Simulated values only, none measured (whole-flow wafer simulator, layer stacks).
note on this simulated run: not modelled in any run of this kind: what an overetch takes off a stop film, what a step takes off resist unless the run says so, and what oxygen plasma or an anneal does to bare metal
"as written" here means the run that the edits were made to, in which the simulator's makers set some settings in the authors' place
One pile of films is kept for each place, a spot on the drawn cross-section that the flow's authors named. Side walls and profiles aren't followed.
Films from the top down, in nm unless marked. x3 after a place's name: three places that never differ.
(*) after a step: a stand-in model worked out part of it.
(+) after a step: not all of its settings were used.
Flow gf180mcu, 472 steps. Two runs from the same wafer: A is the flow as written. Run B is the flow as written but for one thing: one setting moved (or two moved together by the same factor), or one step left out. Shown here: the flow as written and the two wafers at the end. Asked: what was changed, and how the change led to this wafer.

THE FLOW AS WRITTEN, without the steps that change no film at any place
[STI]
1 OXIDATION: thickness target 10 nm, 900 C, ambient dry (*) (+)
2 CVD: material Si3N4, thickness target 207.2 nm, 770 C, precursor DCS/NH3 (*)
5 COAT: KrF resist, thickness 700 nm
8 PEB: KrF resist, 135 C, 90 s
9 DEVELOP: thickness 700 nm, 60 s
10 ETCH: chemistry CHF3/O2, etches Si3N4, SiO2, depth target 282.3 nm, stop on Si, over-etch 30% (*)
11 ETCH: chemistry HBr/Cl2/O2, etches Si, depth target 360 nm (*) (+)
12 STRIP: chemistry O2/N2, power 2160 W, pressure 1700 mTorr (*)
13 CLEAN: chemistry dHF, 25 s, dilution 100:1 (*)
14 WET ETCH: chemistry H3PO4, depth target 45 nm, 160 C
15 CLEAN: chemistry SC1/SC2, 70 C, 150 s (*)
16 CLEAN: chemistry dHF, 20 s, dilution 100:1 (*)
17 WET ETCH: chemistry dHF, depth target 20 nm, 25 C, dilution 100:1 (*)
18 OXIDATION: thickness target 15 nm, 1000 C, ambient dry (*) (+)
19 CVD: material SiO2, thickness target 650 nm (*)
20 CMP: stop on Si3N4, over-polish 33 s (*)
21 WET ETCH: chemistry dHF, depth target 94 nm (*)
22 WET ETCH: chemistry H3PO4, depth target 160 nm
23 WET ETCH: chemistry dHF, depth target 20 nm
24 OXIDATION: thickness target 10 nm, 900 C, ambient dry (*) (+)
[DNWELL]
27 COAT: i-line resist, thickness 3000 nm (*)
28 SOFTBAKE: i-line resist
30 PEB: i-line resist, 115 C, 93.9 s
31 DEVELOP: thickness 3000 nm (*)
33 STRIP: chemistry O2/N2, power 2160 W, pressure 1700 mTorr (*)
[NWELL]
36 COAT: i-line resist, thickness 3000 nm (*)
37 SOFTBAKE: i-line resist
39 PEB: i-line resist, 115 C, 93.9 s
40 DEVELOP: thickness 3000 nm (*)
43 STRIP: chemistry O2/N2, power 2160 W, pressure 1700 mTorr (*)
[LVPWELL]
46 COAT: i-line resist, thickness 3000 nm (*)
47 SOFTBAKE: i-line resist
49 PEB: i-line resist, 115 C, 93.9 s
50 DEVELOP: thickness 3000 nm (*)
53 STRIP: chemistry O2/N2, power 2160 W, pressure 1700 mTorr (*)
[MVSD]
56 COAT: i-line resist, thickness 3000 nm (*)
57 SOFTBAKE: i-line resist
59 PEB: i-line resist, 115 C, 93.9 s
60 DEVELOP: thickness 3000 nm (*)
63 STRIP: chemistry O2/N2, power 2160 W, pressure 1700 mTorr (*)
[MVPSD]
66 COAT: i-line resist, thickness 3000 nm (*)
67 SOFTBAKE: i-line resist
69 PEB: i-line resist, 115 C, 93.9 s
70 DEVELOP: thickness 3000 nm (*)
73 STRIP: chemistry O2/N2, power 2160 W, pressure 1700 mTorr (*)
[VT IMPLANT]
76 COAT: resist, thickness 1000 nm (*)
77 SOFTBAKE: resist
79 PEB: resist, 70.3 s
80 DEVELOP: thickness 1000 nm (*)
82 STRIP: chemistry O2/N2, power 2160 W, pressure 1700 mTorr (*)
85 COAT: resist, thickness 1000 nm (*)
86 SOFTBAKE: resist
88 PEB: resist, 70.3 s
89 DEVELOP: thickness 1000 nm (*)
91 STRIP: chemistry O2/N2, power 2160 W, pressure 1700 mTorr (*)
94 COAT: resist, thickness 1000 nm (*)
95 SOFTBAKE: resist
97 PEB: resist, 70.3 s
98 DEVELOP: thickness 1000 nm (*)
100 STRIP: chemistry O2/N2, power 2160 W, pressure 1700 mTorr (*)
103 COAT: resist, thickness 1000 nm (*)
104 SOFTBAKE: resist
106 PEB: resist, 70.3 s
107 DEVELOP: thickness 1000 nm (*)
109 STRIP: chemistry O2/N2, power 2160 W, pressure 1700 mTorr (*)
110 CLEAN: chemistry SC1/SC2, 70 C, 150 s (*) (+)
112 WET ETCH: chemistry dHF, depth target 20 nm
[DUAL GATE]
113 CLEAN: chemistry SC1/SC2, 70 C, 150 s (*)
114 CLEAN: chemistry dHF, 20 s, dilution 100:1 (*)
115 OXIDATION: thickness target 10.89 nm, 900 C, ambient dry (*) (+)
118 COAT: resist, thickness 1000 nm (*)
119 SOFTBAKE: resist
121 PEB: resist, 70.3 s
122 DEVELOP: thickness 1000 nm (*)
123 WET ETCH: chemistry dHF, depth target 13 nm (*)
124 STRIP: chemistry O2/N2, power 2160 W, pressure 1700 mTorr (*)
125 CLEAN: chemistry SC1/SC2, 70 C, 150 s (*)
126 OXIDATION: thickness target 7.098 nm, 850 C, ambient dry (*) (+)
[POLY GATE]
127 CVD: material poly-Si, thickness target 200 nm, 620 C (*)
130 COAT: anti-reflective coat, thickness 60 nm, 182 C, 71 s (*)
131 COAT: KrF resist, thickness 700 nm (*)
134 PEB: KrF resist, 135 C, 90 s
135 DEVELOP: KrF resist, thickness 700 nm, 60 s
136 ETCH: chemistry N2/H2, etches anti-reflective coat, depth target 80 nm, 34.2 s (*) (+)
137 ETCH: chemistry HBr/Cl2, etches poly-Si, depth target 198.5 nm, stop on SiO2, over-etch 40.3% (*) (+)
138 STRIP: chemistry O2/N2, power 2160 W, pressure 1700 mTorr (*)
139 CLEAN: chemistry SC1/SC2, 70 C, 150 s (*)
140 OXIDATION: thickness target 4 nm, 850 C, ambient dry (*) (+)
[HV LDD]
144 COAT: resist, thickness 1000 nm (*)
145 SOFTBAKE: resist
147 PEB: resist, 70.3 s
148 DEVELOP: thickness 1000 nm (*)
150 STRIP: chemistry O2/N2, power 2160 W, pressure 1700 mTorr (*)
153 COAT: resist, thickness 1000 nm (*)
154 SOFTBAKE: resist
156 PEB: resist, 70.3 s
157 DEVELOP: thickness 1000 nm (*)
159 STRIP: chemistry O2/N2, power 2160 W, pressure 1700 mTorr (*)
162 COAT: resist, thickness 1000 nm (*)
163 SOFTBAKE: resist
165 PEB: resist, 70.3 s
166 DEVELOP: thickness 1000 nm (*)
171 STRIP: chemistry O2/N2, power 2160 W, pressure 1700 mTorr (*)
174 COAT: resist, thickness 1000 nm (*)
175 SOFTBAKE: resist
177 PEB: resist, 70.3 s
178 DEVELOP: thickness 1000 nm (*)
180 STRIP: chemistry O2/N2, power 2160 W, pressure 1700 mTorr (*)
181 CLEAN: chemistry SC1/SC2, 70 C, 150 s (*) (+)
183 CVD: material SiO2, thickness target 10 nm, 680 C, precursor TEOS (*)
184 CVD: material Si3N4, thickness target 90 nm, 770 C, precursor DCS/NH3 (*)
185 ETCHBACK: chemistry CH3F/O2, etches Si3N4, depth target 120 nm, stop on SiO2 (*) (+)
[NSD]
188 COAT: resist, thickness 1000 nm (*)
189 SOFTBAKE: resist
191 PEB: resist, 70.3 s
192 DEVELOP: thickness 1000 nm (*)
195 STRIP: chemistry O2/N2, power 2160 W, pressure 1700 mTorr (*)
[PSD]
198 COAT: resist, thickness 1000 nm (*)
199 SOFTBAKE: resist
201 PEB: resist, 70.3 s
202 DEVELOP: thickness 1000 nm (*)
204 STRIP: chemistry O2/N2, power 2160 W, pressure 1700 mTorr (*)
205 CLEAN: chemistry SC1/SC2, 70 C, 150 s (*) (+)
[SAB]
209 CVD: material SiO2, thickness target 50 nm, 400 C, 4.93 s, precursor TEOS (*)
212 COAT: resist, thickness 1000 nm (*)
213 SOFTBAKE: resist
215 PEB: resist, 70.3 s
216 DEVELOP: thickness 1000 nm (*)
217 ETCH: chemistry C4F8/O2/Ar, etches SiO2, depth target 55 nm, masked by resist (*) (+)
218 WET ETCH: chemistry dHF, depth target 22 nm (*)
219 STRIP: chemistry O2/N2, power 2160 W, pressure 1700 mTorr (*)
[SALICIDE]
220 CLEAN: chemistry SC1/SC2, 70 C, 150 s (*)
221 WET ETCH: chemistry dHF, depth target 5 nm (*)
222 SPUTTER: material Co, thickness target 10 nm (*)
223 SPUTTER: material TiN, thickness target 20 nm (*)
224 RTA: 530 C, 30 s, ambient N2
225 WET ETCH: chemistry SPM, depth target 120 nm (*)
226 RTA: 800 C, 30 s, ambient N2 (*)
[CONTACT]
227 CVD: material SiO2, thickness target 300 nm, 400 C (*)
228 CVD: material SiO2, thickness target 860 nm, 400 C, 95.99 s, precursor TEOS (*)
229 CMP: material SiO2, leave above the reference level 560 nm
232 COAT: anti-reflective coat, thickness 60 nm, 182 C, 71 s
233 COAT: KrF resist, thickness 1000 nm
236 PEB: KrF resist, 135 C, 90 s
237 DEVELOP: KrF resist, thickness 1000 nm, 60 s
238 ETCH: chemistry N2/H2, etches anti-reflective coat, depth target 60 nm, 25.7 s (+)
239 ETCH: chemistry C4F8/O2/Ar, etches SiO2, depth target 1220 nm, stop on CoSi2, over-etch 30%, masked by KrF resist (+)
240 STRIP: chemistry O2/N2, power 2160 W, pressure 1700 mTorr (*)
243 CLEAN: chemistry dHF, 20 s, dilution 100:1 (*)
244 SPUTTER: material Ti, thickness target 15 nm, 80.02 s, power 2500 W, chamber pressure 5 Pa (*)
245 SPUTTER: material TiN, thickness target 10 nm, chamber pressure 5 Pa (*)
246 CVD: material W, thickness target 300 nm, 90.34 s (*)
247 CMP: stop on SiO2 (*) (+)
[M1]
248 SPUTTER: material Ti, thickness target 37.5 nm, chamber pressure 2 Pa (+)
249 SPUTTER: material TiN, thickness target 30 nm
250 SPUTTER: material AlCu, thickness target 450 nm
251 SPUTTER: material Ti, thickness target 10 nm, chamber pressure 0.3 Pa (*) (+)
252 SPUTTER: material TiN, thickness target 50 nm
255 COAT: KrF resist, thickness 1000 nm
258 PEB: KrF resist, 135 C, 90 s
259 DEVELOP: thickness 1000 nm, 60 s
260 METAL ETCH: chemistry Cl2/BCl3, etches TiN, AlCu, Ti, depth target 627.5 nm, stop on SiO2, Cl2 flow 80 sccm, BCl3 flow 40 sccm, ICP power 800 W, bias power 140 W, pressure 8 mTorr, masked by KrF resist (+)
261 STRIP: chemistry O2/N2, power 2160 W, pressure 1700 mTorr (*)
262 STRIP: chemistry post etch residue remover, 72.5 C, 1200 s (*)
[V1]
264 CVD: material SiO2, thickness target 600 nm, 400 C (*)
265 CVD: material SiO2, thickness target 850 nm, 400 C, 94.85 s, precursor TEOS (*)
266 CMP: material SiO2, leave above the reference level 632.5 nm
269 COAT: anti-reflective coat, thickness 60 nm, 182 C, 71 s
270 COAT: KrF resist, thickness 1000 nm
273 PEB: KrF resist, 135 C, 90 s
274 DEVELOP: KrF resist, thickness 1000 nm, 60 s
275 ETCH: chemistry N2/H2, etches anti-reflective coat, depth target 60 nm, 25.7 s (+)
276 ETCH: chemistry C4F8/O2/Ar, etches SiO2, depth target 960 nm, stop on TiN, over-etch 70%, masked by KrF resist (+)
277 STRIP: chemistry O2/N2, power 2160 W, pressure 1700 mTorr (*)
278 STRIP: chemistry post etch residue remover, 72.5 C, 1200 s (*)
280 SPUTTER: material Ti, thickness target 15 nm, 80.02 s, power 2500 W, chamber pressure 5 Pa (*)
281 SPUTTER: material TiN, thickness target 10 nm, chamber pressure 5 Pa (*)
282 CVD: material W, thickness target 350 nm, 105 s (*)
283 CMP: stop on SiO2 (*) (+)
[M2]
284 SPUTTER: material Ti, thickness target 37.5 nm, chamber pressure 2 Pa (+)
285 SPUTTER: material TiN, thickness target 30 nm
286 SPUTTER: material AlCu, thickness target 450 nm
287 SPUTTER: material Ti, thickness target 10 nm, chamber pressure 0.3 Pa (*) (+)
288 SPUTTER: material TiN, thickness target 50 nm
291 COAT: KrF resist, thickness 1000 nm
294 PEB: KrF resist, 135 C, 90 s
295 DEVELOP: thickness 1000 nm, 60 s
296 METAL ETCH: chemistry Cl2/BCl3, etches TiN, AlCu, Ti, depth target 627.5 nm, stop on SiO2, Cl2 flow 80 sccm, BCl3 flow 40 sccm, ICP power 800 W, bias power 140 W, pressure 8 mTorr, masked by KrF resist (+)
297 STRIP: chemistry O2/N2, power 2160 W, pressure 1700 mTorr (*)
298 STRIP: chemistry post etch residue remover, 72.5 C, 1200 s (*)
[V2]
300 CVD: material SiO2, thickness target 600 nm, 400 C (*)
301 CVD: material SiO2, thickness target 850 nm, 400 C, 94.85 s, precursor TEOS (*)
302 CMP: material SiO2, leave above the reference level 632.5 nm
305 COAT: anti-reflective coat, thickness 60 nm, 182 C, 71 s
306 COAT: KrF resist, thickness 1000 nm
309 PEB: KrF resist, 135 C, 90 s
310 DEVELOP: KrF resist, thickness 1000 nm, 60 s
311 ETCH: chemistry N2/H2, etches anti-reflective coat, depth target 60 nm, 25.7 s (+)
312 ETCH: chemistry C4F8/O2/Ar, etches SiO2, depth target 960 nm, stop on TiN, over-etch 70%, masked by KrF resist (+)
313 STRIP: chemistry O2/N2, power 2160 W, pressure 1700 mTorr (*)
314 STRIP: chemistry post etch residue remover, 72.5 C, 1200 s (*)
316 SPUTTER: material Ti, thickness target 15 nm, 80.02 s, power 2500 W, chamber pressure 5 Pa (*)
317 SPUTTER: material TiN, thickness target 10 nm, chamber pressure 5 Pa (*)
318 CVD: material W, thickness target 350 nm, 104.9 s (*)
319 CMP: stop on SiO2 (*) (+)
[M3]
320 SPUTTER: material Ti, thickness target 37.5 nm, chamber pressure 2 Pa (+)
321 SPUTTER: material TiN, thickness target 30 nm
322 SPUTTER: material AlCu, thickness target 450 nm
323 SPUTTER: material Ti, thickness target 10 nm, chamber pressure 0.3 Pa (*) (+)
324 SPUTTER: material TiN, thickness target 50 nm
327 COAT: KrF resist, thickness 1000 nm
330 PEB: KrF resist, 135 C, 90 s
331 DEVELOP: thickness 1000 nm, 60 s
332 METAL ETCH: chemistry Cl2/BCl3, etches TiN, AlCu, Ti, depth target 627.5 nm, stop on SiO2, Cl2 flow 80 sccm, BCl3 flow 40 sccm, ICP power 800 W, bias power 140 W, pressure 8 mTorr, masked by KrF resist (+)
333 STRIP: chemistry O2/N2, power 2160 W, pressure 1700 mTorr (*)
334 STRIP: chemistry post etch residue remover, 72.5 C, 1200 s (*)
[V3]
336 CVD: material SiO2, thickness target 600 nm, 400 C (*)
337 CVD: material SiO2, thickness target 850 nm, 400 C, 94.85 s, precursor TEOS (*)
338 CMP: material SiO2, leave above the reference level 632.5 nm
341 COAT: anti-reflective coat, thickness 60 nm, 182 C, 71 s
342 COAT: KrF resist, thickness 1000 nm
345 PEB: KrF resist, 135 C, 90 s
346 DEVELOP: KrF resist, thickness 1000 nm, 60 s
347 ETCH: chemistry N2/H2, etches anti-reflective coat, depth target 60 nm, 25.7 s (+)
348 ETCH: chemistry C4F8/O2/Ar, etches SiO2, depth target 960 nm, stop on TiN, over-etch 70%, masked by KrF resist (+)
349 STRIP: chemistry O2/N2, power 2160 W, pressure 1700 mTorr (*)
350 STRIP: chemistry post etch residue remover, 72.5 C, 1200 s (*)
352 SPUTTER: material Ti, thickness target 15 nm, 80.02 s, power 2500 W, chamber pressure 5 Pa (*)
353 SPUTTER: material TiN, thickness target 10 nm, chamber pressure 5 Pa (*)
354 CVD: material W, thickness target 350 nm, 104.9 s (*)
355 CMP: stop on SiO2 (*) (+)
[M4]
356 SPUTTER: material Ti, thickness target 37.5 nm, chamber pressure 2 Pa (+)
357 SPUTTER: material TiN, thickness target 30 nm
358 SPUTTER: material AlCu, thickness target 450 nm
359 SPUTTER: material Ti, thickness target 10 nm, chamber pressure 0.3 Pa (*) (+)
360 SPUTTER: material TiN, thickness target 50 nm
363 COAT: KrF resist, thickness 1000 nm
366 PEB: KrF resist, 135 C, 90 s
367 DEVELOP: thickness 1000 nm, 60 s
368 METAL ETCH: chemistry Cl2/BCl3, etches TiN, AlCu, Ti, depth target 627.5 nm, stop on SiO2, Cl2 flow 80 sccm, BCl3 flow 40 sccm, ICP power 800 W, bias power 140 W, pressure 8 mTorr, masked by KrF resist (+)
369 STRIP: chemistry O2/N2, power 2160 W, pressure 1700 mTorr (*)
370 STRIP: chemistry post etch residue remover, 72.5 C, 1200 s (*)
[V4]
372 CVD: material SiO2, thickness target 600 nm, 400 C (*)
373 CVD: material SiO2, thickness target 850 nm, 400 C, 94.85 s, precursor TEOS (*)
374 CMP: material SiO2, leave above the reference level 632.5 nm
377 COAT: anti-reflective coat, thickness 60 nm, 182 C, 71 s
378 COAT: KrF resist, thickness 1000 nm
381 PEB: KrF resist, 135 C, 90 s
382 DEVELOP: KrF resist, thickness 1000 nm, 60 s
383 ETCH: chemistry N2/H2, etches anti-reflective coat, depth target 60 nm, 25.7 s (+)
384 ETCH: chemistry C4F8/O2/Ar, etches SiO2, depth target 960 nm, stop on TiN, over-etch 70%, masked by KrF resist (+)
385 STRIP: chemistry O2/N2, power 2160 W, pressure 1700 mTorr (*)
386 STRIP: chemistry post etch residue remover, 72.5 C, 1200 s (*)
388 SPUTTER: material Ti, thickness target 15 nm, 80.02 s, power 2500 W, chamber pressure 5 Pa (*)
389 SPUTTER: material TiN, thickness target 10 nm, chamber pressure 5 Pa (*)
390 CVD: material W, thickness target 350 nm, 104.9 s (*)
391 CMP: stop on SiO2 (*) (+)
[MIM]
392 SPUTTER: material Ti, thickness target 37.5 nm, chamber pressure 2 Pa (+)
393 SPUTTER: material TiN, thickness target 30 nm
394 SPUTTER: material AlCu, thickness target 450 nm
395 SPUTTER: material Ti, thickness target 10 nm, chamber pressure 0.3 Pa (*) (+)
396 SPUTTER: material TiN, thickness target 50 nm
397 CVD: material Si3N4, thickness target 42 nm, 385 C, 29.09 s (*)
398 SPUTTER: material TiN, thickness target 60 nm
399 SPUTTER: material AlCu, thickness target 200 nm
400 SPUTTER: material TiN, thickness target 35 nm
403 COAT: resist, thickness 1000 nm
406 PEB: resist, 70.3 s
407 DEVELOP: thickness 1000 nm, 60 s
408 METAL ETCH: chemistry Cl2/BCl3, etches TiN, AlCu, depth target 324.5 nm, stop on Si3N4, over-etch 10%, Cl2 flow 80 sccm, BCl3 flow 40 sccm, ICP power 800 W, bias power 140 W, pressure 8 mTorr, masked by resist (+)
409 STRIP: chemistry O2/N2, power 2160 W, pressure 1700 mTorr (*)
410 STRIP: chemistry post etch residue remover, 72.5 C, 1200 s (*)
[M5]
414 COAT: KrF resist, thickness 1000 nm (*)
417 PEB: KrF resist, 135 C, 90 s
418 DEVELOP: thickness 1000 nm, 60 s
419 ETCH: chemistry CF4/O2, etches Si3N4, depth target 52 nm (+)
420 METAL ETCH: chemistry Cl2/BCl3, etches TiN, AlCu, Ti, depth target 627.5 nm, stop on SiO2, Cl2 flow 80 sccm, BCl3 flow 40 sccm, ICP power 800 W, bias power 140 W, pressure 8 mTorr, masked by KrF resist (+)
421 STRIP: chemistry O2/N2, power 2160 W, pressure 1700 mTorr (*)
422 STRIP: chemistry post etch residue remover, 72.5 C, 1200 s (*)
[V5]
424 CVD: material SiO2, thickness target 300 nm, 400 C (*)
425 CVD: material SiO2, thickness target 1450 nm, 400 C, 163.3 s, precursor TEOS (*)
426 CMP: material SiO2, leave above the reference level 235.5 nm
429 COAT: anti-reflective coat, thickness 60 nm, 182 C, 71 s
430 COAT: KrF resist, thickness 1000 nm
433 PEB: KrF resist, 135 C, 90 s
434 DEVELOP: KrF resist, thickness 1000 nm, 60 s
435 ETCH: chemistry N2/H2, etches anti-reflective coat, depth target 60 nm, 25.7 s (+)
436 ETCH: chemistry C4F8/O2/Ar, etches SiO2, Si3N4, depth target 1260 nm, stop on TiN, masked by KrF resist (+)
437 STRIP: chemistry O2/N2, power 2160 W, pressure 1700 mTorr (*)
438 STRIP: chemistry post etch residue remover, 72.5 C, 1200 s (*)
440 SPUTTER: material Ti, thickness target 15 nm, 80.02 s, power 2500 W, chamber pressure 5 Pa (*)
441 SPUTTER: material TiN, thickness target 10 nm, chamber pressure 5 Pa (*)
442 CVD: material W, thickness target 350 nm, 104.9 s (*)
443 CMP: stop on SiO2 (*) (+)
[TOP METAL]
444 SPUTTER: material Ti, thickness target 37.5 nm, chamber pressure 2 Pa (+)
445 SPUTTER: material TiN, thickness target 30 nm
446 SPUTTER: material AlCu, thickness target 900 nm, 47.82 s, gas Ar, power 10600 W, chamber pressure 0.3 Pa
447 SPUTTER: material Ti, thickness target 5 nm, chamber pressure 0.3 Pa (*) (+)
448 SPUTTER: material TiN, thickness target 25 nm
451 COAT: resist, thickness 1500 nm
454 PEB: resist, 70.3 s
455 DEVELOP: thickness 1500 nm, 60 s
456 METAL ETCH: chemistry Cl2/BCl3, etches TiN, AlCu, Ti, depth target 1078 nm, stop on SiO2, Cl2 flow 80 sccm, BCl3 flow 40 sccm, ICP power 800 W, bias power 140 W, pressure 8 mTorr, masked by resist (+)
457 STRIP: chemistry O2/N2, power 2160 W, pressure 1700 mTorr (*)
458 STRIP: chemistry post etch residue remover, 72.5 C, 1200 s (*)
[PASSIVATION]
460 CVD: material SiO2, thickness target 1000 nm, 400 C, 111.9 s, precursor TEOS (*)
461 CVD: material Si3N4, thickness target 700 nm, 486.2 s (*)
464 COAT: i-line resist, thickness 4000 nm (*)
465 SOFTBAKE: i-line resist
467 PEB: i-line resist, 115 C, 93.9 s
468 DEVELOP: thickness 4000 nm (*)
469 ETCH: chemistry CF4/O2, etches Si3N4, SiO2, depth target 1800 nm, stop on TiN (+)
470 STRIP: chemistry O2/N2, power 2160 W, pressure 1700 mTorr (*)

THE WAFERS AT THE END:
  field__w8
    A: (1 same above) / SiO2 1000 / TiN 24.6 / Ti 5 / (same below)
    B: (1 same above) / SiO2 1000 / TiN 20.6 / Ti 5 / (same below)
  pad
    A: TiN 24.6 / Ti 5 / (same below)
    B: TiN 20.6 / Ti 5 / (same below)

The cause: step 448, SPUTTER: thickness target 21 nm was run, where the flow has thickness target 25 nm.

How the change led to this, step by step:
  448 SPUTTER: material TiN, thickness target 25 nm
      field, field__w1, field__w2 and 109 more: A TiN +25 (new film) | B TiN +21 (new film)
  456 METAL ETCH: chemistry Cl2/BCl3, etches TiN, AlCu, Ti, depth target 1078 nm, stop on SiO2, Cl2 flow 80 sccm, BCl3 flow 40 sccm, ICP power 800 W, bias power 140 W, pressure 8 mTorr, masked by resist (+)
      field, field__w1, field__w2 and 103 more: A TiN -25 (all of it), Ti -5 (all of it), AlCu -900 (all of it), TiN -30 (all of it), Ti -37.5 (all of it) | B TiN -21 (all of it), Ti -5 (all of it), AlCu -900 (all of it), TiN -30 (all of it), Ti -37.5 (all of it)
